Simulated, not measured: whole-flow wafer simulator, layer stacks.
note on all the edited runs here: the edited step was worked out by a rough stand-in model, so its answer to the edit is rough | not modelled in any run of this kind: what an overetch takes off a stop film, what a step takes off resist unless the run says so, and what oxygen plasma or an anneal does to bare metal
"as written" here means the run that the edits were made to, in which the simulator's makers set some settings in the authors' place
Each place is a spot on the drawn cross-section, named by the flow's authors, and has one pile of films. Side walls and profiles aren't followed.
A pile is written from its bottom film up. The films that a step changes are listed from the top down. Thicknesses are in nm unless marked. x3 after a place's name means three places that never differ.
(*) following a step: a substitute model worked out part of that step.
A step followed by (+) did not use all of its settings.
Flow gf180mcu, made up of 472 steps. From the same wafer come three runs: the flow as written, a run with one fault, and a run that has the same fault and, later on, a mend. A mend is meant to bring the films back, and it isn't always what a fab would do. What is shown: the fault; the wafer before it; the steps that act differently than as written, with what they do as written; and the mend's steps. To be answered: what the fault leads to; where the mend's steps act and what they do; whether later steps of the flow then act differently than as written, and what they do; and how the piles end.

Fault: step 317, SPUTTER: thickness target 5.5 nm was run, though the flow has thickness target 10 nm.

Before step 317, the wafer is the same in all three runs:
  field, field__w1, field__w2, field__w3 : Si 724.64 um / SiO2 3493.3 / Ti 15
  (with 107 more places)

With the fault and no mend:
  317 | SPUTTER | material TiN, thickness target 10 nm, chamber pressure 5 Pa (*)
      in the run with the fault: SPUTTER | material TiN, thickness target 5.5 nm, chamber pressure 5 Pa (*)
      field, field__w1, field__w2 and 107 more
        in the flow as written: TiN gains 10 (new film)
        in the run with the fault: TiN gains 5.5 (new film)
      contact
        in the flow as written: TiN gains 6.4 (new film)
        in the run with the fault: TiN gains 3.53 (new film)
  Steps later in the flow that act otherwise than as written (1 other step is not shown; it differs only slightly, by no more than 2% or 0.5 nm, whichever is larger):
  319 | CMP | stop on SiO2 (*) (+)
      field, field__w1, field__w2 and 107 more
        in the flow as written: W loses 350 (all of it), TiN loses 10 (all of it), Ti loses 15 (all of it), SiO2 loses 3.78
        in the run with the fault: W loses 350 (all of it), TiN loses 5.5 (all of it), Ti loses 15 (all of it), SiO2 loses 3.74
  At contact, the piles at the end differ from the flow's by more than 2% or 0.5 nm, whichever is larger.
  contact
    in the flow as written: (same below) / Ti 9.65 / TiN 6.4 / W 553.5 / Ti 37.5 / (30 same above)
    in the run with the fault: (same below) / Ti 9.65 / TiN 3.53 / W 556.4 / Ti 37.5 / (30 same above)

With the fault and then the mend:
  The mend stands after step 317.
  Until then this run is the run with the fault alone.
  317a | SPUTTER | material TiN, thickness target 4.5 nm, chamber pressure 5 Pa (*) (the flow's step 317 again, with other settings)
      field, field__w1, field__w2 and 107 more
        TiN gains 4.5
      contact
        TiN gains 2.88
  Every later step of the flow that is run acts as written at every place that is followed.
  At every place that both follow, the piles at the end match the flow's.
